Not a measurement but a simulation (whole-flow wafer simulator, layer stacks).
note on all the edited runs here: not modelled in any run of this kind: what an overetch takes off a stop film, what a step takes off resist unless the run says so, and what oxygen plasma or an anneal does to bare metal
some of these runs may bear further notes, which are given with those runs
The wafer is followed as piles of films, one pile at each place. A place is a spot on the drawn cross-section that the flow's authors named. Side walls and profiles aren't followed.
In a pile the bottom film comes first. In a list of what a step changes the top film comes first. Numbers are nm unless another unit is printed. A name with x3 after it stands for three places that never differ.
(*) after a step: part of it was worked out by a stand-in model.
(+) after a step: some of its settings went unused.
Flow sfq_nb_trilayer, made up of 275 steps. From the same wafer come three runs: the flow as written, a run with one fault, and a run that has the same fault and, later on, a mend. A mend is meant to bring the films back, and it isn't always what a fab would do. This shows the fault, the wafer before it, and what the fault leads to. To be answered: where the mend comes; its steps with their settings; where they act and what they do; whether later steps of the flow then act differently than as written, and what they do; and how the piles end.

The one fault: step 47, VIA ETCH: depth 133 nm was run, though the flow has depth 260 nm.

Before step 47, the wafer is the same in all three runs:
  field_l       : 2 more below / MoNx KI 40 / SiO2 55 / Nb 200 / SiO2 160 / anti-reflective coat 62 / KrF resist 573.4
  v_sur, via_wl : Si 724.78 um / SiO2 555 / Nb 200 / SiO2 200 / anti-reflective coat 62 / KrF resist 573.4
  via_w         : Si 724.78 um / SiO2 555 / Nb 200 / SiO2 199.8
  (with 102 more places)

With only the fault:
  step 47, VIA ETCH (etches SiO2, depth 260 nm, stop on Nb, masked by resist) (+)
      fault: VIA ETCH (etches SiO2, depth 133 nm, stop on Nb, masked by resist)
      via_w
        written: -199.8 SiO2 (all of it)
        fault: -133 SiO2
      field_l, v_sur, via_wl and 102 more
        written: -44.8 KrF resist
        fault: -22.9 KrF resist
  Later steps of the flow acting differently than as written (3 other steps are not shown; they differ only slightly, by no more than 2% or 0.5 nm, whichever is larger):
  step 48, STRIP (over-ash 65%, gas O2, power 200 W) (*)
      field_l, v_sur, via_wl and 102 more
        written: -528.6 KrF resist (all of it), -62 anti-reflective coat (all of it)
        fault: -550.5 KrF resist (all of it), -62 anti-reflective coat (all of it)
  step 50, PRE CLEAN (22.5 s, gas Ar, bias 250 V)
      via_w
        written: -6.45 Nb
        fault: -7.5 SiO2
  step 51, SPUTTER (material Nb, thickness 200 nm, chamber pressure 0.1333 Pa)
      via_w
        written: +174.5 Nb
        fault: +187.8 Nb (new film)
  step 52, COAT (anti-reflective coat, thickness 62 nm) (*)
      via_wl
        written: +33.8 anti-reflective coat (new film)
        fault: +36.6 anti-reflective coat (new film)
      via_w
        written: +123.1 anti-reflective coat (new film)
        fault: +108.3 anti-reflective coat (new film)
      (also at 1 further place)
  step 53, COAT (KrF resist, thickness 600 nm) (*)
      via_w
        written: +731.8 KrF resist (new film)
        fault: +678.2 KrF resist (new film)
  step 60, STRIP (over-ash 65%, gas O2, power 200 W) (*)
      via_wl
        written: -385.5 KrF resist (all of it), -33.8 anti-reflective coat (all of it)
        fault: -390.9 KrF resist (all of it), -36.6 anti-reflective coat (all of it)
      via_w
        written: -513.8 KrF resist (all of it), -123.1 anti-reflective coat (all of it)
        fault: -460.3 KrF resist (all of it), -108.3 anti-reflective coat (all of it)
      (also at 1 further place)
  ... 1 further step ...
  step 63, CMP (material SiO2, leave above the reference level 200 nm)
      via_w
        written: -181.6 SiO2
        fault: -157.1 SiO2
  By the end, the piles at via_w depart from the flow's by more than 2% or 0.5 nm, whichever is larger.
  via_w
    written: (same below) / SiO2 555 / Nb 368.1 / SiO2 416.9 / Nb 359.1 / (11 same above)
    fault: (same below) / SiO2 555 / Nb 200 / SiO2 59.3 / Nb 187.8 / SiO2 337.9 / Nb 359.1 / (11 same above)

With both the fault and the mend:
  The mend stands after step 48.
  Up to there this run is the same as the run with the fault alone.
  step 48a, COAT (anti-reflective coat, thickness 62 nm) (*) (a further turn of the flow's step 40)
      p4_fl x3, p4_w1 x9, p4_g1 x2 and 63 more
        +62 anti-reflective coat (new film)
      jj_sur, ce_l, c5j and 6 more
        +61.8 anti-reflective coat (new film)
      moat, field_r, lsp_l and 6 more
        +61.9 anti-reflective coat (new film)
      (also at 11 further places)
  step 48b, COAT (KrF resist, thickness 650 nm) (*) (a further turn of the flow's step 41)
      p4_fl x3, p4_w1 x9, p4_g1 x2 and 63 more
        +650 KrF resist (new film)
      r_sur, res, r_end, moat, field_r, l0_sur, l0v
        +649.6 KrF resist (new film)
      lsp_l, ln_m5, lsp_m, ln_m6, lsp_r
        +649.7 KrF resist (new film)
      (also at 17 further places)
  step 48c, SOFTBAKE (KrF resist) (a further turn of the flow's step 42)
      leaves every film unchanged at each place that is followed
  step 48d, EXPOSE (photomask I0, dose 11.91 mJ/cm2, NA 0.6, wavelength 248 nm) (*) (a further turn of the flow's step 43)
      leaves every film unchanged at each place that is followed
  step 48e, PEB (KrF resist, 90 s) (a further turn of the flow's step 44)
      be_sur, gap, jj_sur and 94 more
        -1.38 KrF resist
      field_l, via_v, wire, be
        -1.37 KrF resist
      v_sur, via_sp
        -1.36 KrF resist
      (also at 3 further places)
  step 48f, DEVELOP (KrF resist, thickness 650 nm, 60 s) (a further turn of the flow's step 45)
      field_l, v_sur, via_wl and 102 more
        -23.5 KrF resist
      via_w
        -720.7 KrF resist (all of it)
  step 48g, VIA ETCH (etches anti-reflective coat, depth 125 nm, masked by resist) (+) (a further turn of the flow's step 46)
      field_l, v_sur, via_wl and 102 more
        -69.4 KrF resist
      via_w
        -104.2 anti-reflective coat (all of it), -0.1 SiO2
  step 48h, VIA ETCH (etches SiO2, depth 127 nm, stop on Nb, masked by resist) (+) (a further turn of the flow's step 47, with different settings)
      field_l, v_sur, via_wl and 102 more
        -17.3 KrF resist
      via_w
        -66.7 SiO2 (all of it)
  step 48i, STRIP (over-ash 65%, gas O2, power 200 W) (*) (a further turn of the flow's step 48)
      p4_fl x3, p4_w1 x9, p4_g1 x2 and 63 more
        -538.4 KrF resist (all of it), -62 anti-reflective coat (all of it)
      moat, field_r, lsp_l, l0_sur, l0v
        -538 KrF resist (all of it), -61.9 anti-reflective coat (all of it)
      ln_m5, lsp_m, ln_m6, lsp_r
        -538.1 KrF resist (all of it), -61.9 anti-reflective coat (all of it)
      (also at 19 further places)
  Every later step of the flow that is run acts as written, at every place that is followed, to within 2% or 0.5 nm, whichever is larger.
  When the end is reached, the piles differ only a little from the flow's at the places that both follow, at most by 2% or 0.5 nm, whichever is larger.
